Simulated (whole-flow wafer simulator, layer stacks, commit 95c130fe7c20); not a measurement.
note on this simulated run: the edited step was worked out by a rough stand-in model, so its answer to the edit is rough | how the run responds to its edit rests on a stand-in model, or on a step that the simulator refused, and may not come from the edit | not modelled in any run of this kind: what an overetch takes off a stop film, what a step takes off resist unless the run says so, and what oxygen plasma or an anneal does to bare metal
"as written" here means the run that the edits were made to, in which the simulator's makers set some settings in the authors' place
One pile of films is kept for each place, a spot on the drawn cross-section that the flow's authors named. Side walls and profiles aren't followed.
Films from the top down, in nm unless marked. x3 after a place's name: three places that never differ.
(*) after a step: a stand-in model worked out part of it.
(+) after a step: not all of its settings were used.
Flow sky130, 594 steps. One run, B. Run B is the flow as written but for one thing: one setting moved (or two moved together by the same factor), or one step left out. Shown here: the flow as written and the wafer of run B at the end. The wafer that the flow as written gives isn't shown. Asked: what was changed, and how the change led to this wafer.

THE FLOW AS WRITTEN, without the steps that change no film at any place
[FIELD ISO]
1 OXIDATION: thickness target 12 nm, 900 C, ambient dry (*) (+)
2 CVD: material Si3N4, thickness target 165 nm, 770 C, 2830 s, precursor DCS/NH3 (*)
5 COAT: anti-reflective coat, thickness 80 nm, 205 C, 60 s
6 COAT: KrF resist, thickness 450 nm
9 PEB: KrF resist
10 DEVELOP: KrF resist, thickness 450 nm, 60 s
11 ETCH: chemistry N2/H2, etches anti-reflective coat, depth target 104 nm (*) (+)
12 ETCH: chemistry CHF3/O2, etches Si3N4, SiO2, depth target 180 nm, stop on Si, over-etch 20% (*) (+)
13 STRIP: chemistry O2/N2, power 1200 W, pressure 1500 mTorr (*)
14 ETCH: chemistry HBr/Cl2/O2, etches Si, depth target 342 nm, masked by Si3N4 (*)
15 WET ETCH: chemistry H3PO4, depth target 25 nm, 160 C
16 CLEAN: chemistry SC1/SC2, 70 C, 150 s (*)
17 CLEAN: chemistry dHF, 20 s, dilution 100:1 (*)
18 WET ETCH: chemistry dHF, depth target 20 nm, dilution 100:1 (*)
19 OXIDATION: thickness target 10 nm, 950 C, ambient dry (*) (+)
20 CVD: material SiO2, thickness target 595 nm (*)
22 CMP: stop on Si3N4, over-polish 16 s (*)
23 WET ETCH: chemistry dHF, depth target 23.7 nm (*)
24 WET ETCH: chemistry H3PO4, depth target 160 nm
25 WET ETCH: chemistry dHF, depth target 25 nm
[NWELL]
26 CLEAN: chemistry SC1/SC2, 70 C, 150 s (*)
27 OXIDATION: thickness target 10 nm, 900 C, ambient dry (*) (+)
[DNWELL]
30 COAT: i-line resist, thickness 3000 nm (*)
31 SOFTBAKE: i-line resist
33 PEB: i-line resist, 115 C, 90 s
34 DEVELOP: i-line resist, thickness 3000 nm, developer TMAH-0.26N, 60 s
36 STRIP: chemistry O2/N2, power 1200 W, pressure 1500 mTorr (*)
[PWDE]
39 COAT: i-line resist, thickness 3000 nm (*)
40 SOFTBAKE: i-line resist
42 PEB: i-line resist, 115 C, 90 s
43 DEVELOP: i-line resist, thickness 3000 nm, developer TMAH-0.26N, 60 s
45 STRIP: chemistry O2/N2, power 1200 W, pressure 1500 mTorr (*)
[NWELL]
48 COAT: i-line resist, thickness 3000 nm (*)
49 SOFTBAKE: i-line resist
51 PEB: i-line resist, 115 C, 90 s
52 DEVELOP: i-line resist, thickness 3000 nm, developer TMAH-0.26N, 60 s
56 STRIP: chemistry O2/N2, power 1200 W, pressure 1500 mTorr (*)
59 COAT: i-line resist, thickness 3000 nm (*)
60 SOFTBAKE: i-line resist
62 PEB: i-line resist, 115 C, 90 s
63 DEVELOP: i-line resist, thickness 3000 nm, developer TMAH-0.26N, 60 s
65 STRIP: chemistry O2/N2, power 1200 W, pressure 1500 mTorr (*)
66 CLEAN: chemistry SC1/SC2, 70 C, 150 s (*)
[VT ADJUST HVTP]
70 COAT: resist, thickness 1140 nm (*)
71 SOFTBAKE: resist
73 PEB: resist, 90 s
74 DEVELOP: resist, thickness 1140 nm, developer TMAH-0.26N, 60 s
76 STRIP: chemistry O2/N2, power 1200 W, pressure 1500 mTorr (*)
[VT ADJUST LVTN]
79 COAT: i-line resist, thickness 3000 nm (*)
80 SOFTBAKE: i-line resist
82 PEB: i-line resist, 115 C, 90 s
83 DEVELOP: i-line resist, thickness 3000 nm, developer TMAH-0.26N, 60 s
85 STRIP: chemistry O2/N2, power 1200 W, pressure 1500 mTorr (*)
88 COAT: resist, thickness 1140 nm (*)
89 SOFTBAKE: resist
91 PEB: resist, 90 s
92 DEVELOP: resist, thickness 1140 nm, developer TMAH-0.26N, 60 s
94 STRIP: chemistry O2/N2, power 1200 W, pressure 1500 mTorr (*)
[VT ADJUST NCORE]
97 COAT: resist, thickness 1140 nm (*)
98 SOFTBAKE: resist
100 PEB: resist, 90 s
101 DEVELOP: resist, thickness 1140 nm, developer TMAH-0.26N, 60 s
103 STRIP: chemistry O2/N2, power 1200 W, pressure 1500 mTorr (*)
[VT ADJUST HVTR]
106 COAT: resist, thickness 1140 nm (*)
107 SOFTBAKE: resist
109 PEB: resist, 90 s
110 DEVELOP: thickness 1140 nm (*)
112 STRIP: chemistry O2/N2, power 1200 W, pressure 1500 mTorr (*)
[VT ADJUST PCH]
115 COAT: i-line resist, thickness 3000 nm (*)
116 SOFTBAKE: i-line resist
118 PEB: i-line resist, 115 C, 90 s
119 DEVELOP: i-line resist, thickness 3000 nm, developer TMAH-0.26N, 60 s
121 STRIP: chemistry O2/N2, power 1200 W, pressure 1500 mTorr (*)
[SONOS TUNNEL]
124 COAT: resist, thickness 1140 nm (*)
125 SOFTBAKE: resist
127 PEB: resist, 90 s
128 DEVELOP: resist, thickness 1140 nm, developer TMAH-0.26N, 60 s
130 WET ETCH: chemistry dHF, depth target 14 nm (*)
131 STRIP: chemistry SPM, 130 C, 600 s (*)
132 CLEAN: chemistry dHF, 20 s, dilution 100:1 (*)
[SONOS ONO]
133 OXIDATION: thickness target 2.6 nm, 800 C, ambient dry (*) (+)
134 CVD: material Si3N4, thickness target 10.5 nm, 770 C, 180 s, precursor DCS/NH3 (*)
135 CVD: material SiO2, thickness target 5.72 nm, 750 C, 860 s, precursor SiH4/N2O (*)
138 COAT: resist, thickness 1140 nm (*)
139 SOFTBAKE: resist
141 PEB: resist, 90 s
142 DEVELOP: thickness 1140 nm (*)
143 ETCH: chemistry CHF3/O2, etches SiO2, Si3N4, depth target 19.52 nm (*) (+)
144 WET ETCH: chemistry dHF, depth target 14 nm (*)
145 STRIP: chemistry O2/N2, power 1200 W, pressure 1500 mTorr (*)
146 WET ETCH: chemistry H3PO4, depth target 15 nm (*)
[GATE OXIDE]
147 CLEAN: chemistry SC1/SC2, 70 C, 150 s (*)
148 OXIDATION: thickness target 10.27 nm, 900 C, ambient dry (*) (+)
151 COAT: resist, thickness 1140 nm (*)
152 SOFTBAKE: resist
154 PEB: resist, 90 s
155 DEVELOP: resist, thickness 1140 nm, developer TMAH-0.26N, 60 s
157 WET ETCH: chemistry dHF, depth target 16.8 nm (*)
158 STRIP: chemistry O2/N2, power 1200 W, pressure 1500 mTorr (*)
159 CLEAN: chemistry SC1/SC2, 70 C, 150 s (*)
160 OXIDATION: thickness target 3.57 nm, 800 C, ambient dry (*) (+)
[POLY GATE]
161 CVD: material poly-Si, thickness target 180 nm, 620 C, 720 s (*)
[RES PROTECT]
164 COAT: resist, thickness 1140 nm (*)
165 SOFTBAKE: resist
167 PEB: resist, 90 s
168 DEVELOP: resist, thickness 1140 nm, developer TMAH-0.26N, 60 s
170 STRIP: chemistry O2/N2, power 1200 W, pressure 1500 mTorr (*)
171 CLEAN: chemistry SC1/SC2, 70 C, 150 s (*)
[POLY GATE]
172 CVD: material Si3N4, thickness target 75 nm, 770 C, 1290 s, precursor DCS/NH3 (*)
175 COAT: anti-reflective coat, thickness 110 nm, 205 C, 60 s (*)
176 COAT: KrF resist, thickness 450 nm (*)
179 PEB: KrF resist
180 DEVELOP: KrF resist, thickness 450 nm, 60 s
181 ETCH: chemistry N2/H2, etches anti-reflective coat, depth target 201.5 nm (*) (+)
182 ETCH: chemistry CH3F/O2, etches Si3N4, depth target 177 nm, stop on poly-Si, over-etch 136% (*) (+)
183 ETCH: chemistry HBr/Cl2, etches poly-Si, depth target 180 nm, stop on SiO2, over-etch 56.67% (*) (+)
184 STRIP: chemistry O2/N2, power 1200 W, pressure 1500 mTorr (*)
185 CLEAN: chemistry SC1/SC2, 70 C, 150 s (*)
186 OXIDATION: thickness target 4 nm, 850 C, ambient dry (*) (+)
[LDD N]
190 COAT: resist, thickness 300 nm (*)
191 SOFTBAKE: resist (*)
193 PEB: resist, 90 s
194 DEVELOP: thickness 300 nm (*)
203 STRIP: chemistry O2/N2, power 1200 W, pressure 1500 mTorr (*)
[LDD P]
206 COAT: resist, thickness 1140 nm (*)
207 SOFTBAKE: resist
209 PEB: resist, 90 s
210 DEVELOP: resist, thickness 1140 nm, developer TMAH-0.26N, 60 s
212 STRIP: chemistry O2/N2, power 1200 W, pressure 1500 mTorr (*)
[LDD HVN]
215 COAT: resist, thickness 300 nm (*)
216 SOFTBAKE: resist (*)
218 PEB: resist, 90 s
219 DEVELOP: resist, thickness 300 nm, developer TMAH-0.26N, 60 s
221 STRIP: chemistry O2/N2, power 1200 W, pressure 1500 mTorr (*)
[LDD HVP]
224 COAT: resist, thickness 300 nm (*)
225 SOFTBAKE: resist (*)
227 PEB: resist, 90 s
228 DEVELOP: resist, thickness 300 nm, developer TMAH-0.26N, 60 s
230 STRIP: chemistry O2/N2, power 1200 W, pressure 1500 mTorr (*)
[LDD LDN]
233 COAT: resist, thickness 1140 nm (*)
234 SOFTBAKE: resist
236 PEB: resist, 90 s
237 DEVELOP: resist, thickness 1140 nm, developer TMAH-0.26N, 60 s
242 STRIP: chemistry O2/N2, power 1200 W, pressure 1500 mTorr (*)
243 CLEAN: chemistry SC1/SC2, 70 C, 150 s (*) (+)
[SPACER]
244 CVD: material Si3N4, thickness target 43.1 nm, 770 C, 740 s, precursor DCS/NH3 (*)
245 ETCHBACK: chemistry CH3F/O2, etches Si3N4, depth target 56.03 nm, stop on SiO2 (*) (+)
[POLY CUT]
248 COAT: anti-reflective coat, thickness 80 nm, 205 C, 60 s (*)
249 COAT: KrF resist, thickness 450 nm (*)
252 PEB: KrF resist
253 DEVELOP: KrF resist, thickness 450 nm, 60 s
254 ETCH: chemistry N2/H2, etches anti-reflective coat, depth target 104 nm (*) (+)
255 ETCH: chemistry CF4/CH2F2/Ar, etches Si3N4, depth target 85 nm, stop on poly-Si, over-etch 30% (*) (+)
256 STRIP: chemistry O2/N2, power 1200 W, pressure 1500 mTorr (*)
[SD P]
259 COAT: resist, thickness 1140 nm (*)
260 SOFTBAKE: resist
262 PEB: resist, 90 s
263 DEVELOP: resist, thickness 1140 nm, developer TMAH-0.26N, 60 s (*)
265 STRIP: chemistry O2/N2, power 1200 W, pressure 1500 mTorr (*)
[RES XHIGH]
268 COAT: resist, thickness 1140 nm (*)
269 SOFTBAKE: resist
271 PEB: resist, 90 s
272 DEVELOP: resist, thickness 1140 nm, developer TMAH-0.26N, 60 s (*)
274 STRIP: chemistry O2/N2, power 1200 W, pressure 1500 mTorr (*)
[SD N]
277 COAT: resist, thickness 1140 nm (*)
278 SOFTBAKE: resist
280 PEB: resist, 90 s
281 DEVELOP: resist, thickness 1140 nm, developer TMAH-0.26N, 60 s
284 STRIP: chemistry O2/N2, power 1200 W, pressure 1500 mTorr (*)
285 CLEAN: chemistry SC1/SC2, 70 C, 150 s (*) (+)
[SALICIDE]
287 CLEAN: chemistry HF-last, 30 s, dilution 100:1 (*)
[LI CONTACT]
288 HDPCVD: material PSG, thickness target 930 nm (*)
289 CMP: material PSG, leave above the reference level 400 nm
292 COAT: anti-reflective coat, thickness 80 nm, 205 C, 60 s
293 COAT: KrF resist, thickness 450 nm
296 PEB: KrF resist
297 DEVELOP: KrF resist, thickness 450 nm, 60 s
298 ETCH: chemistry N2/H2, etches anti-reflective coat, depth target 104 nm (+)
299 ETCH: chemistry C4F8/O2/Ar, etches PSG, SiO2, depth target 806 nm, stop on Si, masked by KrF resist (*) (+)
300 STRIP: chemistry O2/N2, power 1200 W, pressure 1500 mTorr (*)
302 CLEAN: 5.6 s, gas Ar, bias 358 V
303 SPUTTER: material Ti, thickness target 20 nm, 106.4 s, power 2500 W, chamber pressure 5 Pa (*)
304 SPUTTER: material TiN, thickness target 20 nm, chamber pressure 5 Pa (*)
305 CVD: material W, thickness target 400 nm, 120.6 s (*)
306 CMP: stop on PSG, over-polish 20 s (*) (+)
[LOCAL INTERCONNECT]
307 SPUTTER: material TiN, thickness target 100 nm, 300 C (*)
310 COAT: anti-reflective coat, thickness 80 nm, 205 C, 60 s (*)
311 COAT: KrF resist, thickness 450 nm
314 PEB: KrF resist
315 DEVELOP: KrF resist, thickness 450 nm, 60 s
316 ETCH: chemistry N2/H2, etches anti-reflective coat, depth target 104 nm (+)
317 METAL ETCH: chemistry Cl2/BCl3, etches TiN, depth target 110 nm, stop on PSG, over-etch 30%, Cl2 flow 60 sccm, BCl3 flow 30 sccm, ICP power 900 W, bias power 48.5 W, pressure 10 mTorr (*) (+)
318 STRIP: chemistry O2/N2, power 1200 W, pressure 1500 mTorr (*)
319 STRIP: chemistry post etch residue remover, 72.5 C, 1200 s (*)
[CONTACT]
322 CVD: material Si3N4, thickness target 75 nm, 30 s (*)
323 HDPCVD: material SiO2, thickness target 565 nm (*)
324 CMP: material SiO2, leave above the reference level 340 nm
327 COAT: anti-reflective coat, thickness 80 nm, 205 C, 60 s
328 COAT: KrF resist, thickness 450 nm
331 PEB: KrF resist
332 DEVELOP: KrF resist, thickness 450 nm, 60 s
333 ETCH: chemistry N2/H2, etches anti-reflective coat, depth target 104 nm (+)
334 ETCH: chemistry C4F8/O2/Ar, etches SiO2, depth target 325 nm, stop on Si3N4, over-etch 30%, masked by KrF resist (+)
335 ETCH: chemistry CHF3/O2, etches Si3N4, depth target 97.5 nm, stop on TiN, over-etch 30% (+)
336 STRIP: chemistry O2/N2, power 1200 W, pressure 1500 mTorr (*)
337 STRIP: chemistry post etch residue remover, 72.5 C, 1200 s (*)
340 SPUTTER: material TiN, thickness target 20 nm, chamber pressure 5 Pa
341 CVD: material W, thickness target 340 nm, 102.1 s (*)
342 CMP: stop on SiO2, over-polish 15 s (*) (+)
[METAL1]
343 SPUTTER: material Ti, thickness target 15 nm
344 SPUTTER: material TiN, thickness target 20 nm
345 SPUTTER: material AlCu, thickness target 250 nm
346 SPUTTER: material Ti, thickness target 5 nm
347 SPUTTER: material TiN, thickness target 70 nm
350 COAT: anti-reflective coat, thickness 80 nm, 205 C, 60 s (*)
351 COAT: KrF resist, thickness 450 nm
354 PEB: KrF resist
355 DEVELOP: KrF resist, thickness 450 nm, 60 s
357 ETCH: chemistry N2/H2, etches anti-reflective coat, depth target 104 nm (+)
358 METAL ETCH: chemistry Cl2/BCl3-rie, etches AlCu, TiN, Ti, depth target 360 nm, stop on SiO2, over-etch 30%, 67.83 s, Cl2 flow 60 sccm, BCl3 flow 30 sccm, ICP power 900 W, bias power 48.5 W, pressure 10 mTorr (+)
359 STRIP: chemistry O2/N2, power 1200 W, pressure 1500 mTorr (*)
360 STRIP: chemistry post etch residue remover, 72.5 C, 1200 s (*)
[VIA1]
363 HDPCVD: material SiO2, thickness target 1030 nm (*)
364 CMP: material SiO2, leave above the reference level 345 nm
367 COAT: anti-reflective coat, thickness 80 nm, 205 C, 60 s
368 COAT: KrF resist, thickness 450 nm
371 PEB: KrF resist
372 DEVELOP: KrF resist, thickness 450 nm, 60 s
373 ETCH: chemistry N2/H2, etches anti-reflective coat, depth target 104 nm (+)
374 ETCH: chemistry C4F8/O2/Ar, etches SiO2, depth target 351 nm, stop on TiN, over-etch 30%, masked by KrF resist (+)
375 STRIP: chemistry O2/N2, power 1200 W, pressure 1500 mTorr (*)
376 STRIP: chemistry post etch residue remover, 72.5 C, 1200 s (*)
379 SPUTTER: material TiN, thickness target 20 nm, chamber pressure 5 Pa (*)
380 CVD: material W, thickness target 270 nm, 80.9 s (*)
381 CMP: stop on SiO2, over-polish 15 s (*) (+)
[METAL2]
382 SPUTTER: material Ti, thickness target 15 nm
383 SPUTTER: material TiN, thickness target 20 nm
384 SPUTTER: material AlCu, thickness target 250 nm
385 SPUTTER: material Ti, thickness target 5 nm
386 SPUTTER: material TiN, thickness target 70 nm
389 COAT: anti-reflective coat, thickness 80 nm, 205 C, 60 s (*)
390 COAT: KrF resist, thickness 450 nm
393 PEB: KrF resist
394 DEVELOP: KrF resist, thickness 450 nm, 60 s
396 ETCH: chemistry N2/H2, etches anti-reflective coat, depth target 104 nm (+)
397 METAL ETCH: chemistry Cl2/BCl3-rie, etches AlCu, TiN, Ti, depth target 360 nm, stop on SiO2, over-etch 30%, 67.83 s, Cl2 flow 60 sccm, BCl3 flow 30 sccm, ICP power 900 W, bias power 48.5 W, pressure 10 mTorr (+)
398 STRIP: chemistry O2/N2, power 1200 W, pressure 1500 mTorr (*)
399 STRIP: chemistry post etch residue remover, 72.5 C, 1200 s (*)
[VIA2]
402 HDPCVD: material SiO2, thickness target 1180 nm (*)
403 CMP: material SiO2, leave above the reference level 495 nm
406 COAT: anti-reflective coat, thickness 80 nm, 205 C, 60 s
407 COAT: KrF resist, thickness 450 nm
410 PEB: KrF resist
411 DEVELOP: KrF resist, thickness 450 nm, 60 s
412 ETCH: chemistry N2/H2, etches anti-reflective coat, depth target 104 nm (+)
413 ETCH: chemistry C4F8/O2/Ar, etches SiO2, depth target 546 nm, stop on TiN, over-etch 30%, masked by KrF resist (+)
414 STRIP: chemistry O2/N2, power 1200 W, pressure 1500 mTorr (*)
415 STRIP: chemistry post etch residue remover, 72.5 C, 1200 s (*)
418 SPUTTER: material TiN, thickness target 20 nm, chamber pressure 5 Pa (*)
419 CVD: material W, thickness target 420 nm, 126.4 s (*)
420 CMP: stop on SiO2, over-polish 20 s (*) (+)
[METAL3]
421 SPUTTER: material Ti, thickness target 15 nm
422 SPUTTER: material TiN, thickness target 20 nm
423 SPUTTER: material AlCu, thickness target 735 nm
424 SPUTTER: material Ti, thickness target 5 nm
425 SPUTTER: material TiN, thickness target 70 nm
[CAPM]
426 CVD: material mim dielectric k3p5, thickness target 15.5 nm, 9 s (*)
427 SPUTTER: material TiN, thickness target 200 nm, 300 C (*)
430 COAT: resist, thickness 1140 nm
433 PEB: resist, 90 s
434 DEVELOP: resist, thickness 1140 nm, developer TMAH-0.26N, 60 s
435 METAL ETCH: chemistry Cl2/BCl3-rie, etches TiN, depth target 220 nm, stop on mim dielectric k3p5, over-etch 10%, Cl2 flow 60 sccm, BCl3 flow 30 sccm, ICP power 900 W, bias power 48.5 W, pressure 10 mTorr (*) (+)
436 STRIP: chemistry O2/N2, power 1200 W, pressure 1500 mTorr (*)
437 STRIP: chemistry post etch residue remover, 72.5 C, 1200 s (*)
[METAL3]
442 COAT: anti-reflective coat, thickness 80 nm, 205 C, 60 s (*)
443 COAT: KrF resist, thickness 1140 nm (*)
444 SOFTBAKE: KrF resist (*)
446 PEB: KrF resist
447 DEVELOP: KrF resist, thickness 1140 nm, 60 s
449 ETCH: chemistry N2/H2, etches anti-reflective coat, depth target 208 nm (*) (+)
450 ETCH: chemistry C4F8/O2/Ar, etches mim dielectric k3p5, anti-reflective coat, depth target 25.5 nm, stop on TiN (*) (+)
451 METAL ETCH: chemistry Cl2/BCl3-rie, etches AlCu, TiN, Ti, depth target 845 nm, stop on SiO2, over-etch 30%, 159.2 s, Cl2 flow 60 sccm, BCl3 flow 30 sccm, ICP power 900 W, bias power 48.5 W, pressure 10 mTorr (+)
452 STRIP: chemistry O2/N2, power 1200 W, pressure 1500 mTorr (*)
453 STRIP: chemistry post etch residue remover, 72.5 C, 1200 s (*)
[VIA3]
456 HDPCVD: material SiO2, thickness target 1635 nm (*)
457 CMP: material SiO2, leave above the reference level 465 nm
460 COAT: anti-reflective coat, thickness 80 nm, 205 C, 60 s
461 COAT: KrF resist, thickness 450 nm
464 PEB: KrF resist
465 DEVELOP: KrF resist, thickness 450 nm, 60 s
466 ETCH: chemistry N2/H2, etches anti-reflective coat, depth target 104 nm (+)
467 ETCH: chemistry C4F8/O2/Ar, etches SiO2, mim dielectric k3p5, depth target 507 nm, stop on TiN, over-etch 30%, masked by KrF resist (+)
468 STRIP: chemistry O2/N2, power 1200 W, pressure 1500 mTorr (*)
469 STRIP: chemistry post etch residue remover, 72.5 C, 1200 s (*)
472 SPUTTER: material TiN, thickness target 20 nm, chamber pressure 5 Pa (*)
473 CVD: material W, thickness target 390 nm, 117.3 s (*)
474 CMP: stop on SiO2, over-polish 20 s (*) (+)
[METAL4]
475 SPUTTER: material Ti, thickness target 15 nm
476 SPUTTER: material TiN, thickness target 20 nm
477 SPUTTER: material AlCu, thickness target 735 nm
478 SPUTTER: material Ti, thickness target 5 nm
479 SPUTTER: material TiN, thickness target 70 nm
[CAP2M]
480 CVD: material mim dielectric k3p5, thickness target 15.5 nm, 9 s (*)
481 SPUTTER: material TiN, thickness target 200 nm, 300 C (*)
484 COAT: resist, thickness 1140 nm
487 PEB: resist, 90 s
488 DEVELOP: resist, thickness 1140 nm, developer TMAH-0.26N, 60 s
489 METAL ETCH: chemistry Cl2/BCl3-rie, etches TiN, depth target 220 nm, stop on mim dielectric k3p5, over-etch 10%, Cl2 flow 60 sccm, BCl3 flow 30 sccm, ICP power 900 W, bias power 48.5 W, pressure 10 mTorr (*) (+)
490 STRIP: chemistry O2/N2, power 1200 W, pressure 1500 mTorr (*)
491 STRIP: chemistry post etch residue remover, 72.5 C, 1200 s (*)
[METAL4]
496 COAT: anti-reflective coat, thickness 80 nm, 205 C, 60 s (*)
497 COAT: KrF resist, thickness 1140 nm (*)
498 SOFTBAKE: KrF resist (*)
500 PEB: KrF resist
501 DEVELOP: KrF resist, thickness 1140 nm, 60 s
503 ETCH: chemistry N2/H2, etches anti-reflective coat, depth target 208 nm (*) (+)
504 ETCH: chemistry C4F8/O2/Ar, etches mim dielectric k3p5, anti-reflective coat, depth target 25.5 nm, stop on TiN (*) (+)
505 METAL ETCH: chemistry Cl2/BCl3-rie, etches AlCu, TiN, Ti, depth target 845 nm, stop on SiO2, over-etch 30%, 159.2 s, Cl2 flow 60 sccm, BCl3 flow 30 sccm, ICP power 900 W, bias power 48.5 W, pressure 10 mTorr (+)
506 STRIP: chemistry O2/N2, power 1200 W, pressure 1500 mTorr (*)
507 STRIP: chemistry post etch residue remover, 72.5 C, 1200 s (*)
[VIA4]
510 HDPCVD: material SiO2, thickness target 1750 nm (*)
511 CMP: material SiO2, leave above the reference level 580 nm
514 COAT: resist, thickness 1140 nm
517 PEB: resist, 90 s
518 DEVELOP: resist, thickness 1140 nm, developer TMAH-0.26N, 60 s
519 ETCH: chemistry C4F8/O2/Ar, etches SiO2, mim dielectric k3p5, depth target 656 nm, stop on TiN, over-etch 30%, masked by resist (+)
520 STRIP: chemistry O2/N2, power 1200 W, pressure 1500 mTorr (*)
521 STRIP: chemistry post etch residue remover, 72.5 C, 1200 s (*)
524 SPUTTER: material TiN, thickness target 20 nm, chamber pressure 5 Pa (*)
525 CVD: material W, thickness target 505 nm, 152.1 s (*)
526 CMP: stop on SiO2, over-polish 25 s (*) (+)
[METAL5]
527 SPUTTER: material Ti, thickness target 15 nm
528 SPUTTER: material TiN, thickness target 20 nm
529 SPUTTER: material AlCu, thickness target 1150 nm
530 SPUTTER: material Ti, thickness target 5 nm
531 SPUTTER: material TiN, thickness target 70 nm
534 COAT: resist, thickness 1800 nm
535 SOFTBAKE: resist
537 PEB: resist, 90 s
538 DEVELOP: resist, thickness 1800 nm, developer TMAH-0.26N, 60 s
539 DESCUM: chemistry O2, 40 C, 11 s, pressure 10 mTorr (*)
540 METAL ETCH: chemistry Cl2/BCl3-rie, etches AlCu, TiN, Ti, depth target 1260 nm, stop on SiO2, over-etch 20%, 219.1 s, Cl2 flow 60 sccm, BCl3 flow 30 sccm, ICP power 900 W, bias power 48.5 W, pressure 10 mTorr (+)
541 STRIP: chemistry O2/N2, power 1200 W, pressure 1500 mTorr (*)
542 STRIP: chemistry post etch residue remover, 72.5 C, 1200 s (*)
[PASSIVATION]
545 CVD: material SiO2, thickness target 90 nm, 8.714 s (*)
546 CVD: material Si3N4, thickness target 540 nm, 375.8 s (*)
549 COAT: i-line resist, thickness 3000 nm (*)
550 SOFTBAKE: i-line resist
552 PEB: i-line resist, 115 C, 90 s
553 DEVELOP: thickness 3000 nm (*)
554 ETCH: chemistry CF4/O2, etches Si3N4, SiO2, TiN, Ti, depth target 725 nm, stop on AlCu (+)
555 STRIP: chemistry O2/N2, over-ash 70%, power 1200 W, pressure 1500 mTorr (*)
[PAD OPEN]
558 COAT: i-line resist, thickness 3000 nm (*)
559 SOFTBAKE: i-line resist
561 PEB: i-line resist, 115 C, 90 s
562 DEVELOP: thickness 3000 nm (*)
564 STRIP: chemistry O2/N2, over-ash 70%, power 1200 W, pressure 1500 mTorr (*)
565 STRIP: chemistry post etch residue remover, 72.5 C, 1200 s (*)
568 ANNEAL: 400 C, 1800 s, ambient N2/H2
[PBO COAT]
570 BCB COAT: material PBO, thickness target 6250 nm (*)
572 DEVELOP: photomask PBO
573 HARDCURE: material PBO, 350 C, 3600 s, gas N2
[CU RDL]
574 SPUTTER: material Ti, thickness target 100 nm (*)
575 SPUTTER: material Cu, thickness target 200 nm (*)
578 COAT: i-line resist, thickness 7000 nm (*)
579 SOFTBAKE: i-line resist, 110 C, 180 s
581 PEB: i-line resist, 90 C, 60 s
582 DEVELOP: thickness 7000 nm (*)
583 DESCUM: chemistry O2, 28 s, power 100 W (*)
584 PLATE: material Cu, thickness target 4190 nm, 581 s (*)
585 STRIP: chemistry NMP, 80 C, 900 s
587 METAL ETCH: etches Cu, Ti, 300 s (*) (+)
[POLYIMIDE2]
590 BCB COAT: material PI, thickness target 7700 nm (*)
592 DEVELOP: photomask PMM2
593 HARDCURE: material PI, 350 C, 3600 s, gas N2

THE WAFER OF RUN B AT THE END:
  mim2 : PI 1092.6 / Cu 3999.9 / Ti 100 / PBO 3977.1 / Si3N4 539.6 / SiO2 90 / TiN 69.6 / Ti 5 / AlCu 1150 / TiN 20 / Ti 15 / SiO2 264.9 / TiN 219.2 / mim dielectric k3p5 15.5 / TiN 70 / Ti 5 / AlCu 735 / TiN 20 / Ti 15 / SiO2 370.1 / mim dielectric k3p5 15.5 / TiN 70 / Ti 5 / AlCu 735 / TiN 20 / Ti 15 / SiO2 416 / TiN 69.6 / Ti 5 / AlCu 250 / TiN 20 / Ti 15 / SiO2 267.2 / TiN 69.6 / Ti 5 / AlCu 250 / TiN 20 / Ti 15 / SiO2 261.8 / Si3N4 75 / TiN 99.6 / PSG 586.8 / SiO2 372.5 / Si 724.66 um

The cause: step 481, SPUTTER: thickness target 220 nm was run, where the flow has thickness target 200 nm.

How the change led to this, step by step:
  481 SPUTTER: material TiN, thickness target 200 nm, 300 C (*)
      field, active, n_well and 189 more: TiN +220 (new film) (as written it would be: TiN +200 (new film))
  489 METAL ETCH: chemistry Cl2/BCl3-rie, etches TiN, depth target 220 nm, stop on mim dielectric k3p5, over-etch 10%, Cl2 flow 60 sccm, BCl3 flow 30 sccm, ICP power 900 W, bias power 48.5 W, pressure 10 mTorr (*) (+)
      field, active, n_well and 188 more: TiN -220 (all of it) (as written it would be: TiN -200 (all of it))
  496 COAT: anti-reflective coat, thickness 80 nm, 205 C, 60 s (*)
      iso_guard__w2: anti-reflective coat +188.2 (new film) (as written it would be: anti-reflective coat +175.7 (new film))
      mim2: anti-reflective coat +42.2 (new film) (as written it would be: anti-reflective coat +38 (new film))
  506 STRIP: chemistry O2/N2, power 1200 W, pressure 1500 mTorr (*)
      iso_guard__w2: KrF resist -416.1 (all of it), anti-reflective coat -188.2 (all of it) (as written it would be: KrF resist -424.2 (all of it), anti-reflective coat -175.7 (all of it))
      mim2: KrF resist -350 (all of it), anti-reflective coat -42.2 (all of it) (as written it would be: KrF resist -368.7 (all of it), anti-reflective coat -38 (all of it))
